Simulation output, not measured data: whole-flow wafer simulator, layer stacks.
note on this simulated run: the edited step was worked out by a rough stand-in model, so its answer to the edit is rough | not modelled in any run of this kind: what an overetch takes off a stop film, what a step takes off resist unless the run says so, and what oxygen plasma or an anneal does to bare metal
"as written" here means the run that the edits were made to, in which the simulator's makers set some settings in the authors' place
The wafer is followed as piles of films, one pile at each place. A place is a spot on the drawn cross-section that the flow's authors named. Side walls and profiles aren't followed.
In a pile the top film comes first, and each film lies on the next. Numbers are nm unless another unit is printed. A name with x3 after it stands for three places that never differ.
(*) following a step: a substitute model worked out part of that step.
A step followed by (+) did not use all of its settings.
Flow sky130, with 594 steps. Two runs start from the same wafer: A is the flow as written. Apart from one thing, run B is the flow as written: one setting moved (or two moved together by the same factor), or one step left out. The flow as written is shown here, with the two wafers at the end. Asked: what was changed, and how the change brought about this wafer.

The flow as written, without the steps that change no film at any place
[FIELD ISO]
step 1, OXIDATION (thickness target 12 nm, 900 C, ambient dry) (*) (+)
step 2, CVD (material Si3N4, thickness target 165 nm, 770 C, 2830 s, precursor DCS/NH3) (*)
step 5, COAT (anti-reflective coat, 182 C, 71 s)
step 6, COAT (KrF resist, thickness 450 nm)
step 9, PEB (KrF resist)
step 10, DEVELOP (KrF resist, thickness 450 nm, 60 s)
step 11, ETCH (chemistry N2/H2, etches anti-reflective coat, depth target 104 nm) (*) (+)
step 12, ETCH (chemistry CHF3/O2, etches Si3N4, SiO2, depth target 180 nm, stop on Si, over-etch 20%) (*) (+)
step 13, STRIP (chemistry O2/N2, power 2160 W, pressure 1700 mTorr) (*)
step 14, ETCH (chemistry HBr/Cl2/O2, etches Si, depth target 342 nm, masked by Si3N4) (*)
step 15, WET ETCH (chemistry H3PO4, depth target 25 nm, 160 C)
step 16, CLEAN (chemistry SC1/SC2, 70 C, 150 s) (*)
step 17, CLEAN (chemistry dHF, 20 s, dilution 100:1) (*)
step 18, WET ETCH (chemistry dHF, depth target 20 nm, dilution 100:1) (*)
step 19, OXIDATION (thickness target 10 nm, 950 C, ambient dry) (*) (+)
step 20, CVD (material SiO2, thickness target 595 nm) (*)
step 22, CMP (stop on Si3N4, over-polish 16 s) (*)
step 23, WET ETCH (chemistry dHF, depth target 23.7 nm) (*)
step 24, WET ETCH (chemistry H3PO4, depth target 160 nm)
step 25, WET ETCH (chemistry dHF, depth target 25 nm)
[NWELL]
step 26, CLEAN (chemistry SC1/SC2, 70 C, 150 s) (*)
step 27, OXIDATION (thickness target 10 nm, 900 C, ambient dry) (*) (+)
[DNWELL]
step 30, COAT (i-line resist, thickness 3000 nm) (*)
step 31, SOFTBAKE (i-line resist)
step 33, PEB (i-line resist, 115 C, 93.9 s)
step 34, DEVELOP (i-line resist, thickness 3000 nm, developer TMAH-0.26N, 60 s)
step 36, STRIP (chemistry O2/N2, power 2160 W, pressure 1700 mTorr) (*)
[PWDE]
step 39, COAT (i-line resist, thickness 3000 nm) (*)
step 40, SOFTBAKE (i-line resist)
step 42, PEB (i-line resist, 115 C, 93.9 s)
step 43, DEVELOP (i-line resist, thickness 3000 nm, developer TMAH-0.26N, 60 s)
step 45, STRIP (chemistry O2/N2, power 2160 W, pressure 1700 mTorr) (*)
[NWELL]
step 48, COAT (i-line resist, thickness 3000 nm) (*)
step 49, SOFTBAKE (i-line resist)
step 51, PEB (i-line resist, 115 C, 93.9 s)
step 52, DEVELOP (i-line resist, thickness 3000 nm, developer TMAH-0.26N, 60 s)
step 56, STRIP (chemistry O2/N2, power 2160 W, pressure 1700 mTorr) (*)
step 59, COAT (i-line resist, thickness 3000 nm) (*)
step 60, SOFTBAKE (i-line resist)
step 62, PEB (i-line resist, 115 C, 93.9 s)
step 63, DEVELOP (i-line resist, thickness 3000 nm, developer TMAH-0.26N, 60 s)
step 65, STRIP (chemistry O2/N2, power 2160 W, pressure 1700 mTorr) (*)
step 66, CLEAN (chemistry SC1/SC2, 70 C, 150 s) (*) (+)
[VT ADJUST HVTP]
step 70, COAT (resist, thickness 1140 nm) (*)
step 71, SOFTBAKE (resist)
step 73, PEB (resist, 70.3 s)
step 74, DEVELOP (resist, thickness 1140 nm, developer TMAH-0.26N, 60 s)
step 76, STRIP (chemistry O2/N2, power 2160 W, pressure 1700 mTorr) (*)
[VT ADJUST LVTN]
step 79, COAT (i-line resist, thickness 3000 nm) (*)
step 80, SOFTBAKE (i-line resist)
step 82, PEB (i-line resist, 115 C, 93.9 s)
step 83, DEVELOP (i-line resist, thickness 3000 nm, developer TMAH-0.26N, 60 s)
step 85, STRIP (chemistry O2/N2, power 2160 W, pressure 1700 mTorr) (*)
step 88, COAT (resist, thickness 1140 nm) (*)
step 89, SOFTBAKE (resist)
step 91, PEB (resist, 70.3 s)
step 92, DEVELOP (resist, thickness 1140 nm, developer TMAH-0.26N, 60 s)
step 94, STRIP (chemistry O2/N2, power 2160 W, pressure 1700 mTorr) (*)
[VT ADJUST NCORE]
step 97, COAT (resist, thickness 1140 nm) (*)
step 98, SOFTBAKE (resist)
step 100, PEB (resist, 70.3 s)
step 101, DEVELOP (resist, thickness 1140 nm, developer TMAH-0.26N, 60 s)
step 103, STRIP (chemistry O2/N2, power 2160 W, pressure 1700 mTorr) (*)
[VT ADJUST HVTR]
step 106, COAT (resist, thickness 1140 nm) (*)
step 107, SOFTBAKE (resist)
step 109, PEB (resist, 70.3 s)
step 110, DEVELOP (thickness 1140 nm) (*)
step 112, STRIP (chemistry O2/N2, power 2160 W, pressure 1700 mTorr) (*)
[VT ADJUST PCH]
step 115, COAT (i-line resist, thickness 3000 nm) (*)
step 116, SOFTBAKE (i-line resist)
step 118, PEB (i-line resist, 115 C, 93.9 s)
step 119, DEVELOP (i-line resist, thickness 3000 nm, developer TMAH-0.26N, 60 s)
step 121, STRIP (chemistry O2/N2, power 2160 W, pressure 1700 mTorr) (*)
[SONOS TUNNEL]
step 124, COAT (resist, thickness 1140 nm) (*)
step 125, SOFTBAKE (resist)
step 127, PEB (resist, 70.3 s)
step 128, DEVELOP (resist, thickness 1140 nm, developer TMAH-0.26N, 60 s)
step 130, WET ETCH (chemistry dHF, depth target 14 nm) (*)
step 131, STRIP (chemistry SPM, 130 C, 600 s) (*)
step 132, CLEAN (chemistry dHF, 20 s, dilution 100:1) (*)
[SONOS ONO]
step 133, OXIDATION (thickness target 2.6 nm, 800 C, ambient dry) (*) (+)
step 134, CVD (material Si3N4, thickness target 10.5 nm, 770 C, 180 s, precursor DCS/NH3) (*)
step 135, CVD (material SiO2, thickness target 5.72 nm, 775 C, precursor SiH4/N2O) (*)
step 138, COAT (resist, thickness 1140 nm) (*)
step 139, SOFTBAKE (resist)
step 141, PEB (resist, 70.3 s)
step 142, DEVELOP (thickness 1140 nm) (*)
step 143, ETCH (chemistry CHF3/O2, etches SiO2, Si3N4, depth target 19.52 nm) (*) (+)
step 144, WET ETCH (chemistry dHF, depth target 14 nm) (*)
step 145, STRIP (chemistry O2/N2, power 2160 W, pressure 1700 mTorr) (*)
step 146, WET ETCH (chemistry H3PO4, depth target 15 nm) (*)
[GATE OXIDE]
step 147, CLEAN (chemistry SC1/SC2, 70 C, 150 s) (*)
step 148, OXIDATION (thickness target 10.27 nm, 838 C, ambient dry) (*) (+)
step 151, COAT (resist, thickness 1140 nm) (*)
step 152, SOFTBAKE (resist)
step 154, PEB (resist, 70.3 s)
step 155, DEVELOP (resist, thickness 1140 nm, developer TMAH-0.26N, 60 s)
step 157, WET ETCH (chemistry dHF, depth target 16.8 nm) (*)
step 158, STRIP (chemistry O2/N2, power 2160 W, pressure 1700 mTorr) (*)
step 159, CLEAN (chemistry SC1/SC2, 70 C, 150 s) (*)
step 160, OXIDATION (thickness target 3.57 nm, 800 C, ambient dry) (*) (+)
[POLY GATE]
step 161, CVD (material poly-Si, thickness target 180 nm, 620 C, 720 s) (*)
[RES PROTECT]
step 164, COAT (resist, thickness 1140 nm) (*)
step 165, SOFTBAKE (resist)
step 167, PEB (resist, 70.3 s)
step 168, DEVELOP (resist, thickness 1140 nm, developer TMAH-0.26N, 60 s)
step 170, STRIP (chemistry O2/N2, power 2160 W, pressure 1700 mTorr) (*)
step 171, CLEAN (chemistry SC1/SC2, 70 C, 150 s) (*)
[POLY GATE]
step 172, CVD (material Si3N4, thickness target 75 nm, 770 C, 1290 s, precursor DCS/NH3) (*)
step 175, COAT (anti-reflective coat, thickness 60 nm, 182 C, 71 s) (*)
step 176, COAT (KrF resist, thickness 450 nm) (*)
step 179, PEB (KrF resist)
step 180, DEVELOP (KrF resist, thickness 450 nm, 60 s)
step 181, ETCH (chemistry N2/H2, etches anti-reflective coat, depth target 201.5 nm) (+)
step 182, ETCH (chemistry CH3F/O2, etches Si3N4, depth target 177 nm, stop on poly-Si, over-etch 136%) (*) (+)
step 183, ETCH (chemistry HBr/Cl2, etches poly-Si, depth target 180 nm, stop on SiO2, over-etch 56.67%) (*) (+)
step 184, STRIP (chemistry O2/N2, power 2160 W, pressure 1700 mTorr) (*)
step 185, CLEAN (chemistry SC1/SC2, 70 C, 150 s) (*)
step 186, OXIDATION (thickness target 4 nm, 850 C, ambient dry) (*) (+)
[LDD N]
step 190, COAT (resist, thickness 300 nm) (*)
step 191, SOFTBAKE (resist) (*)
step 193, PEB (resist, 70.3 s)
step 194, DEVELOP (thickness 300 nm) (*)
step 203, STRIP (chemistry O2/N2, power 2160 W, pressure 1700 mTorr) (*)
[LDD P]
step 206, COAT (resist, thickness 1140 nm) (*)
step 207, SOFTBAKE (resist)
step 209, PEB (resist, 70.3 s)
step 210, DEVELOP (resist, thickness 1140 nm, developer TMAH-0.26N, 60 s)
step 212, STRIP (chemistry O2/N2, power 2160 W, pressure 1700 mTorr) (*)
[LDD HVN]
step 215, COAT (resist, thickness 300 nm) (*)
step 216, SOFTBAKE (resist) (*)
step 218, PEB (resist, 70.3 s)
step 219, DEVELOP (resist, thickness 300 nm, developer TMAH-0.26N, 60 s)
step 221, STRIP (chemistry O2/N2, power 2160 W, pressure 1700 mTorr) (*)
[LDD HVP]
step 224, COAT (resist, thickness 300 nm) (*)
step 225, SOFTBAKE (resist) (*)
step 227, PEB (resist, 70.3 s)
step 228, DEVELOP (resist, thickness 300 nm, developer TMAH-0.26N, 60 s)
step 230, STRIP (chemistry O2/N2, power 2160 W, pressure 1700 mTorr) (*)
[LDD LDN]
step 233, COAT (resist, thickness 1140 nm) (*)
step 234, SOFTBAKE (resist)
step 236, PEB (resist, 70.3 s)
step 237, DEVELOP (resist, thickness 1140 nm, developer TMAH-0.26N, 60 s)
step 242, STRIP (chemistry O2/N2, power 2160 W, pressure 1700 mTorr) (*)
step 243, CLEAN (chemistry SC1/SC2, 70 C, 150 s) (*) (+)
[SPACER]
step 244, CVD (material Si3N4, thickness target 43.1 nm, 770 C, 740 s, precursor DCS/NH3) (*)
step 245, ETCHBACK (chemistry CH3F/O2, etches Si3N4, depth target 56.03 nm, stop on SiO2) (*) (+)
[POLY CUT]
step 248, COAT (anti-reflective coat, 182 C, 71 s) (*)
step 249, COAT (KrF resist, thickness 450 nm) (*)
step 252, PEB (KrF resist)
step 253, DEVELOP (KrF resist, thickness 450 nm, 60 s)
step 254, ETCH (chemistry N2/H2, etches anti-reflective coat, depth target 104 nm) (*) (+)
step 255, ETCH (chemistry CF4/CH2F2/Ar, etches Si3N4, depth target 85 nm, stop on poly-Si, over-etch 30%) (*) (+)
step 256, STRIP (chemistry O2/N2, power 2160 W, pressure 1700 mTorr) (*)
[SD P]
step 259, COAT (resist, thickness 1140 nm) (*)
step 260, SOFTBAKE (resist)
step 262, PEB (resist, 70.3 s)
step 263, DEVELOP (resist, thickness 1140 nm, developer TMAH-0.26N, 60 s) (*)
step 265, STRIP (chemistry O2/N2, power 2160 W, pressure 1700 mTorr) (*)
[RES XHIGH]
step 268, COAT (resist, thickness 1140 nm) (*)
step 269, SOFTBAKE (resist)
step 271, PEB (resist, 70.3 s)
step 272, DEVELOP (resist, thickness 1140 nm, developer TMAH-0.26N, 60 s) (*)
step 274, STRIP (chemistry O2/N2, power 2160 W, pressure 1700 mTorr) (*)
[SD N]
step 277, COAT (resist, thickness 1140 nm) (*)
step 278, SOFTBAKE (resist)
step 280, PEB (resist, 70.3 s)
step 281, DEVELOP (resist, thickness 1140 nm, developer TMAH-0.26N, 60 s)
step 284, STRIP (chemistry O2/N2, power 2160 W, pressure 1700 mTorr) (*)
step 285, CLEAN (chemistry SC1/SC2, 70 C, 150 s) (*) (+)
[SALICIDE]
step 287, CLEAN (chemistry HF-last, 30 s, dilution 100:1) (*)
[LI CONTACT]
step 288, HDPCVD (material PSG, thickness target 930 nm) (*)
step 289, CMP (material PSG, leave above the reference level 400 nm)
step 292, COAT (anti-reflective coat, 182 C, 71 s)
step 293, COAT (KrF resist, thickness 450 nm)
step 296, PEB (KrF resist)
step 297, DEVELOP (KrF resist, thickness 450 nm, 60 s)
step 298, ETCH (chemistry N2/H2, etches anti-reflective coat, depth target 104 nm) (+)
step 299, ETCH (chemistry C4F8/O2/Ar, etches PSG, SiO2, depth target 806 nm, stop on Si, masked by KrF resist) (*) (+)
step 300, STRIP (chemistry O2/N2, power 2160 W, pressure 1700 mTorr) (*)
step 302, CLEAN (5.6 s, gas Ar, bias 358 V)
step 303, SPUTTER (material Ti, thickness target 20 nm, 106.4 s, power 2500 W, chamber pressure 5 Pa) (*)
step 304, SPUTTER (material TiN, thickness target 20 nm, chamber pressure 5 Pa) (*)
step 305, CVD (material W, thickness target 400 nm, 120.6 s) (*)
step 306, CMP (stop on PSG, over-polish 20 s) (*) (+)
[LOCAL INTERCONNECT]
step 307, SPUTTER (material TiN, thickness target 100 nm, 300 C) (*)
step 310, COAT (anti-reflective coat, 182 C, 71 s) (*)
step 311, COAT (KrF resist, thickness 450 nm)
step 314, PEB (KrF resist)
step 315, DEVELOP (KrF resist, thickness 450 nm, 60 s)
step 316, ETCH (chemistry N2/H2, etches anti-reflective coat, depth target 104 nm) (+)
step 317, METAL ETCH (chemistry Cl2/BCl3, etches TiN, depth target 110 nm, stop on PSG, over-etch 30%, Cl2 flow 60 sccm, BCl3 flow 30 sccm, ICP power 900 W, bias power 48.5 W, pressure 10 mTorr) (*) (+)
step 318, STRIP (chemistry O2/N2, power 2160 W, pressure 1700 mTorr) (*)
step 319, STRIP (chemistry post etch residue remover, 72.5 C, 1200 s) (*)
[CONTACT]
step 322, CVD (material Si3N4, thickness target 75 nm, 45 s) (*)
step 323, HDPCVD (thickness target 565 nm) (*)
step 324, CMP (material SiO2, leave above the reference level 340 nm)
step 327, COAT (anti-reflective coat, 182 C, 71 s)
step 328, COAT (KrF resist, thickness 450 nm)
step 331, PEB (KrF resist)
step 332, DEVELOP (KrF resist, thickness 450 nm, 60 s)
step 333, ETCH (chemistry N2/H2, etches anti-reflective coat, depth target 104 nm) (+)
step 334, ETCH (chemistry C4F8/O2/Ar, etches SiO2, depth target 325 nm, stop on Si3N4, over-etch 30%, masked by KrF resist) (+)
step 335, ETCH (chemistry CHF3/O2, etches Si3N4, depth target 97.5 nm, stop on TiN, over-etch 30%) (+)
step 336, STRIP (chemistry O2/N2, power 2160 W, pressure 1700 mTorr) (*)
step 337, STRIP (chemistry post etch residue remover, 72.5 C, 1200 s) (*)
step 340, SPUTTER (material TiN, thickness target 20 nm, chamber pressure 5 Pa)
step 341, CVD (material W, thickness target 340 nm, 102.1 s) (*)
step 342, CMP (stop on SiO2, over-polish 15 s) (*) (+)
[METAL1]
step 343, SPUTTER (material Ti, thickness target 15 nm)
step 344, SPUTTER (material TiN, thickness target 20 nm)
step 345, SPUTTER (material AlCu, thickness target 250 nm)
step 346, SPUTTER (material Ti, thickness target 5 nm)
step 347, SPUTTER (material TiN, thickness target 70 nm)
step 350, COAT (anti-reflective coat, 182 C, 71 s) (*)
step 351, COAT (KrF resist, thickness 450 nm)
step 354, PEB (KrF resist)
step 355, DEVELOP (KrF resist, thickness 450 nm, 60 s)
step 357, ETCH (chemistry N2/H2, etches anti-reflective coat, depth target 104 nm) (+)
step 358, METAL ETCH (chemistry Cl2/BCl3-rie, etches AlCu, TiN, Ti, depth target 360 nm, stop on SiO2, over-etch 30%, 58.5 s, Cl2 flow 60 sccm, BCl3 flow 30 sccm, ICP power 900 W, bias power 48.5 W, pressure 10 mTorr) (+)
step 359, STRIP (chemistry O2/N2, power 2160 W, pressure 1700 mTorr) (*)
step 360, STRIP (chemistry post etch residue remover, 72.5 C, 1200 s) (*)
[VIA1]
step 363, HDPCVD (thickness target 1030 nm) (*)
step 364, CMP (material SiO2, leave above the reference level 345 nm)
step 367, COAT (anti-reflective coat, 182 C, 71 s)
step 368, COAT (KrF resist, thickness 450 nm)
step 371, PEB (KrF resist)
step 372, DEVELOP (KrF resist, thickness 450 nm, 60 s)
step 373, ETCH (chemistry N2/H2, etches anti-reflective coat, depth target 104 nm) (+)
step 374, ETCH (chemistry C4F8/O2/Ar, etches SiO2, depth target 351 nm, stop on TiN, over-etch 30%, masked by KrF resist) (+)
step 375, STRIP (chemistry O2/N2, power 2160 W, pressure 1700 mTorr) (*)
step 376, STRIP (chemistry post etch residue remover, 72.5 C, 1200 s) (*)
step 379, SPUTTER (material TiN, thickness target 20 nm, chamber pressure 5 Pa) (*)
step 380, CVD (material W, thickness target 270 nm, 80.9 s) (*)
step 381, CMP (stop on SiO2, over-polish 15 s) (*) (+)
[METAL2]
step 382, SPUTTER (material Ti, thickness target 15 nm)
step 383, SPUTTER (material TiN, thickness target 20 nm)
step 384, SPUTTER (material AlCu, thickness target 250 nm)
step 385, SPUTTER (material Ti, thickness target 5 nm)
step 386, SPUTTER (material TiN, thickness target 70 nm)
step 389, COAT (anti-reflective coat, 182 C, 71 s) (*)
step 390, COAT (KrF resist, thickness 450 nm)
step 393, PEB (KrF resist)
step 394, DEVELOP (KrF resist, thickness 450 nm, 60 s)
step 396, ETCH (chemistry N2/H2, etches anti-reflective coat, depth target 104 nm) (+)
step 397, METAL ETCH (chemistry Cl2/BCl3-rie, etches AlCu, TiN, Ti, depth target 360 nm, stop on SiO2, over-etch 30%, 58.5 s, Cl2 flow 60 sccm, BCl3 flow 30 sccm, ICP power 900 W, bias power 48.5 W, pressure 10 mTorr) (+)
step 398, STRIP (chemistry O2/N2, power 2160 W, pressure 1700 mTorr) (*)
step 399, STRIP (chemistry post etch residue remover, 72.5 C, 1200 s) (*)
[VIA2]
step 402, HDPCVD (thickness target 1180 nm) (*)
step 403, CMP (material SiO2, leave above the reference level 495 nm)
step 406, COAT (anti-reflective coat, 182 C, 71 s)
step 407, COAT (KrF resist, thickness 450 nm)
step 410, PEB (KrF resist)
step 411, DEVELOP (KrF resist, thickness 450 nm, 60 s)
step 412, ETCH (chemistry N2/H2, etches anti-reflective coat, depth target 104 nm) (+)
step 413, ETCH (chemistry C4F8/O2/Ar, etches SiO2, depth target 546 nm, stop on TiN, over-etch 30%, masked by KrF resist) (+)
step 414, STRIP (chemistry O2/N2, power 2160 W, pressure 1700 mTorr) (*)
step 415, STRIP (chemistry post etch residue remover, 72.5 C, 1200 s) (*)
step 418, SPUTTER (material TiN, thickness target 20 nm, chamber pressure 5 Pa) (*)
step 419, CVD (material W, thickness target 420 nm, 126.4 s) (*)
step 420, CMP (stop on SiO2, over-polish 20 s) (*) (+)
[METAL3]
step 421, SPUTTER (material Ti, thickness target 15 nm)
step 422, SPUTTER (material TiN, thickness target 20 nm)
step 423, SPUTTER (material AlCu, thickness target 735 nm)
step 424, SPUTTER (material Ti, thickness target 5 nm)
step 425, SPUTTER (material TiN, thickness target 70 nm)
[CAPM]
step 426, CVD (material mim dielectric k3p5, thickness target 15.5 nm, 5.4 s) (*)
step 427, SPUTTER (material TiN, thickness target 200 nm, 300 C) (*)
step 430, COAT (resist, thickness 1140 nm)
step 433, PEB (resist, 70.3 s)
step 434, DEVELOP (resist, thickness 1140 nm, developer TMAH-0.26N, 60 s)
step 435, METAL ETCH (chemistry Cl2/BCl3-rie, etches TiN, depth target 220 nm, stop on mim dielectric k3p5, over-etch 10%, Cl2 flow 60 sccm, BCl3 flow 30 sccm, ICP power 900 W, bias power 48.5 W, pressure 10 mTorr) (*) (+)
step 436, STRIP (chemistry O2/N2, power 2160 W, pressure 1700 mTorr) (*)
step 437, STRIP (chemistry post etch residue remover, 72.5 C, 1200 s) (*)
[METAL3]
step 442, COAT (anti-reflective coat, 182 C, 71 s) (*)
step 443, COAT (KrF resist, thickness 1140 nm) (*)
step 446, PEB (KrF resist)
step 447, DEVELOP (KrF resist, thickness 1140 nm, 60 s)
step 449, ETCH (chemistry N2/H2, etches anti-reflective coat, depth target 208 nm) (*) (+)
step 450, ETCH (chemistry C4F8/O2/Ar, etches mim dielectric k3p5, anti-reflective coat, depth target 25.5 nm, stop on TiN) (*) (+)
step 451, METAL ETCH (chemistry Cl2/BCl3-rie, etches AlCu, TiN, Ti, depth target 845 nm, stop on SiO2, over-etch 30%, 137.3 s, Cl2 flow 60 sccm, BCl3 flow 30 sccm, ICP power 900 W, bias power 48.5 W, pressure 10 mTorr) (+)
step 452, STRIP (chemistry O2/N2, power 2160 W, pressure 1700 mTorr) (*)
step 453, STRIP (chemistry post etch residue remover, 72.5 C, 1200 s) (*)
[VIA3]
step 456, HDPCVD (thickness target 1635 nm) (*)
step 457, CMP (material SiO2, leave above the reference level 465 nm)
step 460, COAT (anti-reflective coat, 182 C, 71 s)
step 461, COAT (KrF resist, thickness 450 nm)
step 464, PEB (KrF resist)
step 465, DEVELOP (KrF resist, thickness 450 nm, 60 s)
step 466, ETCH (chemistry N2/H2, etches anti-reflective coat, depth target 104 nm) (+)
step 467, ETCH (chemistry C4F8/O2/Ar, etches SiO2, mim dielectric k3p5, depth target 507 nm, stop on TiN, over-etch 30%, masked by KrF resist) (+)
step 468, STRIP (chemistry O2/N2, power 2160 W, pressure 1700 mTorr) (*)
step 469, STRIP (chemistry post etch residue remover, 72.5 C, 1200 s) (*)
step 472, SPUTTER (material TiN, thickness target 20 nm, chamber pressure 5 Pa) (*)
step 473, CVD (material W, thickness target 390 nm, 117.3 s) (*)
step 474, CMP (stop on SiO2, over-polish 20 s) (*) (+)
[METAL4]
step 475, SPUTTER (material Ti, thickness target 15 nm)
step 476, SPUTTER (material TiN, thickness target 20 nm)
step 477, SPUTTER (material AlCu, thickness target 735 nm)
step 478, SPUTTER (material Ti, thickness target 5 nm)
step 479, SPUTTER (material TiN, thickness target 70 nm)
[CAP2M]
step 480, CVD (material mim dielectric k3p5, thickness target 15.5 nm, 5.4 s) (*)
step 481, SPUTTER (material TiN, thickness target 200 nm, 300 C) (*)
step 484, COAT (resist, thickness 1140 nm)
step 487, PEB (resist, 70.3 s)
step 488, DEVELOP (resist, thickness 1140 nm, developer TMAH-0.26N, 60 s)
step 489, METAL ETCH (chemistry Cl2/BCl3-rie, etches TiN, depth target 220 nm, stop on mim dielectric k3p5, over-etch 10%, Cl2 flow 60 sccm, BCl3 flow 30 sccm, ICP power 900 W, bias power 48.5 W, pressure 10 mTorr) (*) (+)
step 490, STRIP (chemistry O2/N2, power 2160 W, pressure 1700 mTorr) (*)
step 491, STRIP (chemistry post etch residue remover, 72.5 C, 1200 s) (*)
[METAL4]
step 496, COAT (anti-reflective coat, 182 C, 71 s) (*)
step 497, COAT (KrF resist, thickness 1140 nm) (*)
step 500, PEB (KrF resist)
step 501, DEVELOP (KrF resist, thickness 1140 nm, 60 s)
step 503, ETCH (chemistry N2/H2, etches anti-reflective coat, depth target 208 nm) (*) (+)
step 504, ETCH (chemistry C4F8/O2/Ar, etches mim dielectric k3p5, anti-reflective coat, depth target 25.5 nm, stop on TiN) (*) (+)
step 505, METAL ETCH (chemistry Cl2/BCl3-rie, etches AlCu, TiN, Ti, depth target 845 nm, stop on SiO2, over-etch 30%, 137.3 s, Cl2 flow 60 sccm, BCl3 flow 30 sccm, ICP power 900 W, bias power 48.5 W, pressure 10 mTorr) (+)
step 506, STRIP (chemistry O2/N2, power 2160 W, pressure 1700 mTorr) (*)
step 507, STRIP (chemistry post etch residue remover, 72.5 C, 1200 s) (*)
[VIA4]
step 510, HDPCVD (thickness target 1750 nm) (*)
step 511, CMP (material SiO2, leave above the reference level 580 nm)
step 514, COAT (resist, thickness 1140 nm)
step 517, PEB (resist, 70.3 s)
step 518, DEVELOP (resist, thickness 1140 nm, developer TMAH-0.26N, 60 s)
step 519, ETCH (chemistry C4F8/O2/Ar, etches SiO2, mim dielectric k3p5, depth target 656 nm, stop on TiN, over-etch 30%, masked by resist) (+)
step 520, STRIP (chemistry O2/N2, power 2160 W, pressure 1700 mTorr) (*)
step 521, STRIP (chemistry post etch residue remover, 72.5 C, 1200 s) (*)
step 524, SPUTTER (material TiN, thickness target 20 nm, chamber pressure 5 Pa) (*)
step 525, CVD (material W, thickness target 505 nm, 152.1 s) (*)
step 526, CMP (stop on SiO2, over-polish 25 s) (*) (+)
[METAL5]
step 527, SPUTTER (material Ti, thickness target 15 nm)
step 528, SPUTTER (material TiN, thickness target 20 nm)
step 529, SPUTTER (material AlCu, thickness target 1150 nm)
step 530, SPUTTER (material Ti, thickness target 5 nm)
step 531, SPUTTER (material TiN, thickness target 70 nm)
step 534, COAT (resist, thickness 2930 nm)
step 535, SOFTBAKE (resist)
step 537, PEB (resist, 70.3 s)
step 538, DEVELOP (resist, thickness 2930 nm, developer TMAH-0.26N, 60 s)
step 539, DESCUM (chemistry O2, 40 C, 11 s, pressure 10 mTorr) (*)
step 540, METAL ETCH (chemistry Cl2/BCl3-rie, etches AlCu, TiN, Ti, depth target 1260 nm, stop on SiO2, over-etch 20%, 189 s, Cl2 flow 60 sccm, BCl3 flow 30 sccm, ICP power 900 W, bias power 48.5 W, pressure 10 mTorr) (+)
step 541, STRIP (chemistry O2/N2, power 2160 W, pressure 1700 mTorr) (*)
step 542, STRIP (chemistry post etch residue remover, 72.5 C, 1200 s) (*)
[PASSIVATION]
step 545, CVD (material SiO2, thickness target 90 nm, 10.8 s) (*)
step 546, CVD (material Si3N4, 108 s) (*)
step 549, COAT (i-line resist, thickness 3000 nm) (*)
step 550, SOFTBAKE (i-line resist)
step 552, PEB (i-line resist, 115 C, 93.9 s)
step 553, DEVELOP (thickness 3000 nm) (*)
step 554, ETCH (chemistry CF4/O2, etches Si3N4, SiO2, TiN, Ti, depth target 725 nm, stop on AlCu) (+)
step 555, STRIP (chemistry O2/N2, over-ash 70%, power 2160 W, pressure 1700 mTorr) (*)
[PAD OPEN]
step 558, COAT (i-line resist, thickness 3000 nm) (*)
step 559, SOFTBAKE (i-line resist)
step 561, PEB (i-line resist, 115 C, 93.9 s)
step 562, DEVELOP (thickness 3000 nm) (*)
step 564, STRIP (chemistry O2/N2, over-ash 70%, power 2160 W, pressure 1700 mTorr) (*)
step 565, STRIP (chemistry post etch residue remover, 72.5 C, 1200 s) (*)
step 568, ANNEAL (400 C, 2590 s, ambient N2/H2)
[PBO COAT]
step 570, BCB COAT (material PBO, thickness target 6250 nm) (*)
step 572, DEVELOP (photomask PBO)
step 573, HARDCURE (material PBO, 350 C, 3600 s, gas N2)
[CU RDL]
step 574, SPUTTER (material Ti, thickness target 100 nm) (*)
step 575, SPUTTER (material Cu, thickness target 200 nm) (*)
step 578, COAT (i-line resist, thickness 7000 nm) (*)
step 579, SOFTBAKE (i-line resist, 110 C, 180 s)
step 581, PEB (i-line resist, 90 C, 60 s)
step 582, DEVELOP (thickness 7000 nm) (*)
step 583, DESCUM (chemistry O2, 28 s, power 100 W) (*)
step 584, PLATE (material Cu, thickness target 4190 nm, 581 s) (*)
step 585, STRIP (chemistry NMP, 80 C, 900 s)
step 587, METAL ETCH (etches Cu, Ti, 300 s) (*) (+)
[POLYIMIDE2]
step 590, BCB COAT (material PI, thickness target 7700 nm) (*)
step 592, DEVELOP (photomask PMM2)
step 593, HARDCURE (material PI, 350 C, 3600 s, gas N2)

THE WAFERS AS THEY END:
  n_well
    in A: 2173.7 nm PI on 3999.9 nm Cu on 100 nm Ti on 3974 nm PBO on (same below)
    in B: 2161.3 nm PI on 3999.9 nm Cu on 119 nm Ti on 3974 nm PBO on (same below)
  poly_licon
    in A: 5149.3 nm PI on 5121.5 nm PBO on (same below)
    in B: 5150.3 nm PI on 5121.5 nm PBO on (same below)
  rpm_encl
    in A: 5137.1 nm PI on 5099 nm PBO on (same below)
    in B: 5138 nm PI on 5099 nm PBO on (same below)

What caused this: step 574, SPUTTER: thickness target 119 nm was run, though the flow has thickness target 100 nm.
One can read it off the wafer: n_well has Ti 119, and step 574 as written asks for 100 nm.

The path from the change to this, step by step:
  step 574, SPUTTER (material Ti, thickness target 100 nm) (*)
      field, active, n_well and 190 more: A Ti gains 100 (new film) | B Ti gains 119 (new film)
  step 587, METAL ETCH (etches Cu, Ti, 300 s) (*) (+)
      field, active, gate and 167 more: A Cu loses 200 (all of it), Ti loses 100 (all of it) | B Cu loses 200 (all of it), Ti loses 119 (all of it)
  step 590, BCB COAT (material PI, thickness target 7700 nm) (*)
      de16_gate_nw: A PI gains 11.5 um (new film) | B PI gains 11.52 um (new film)
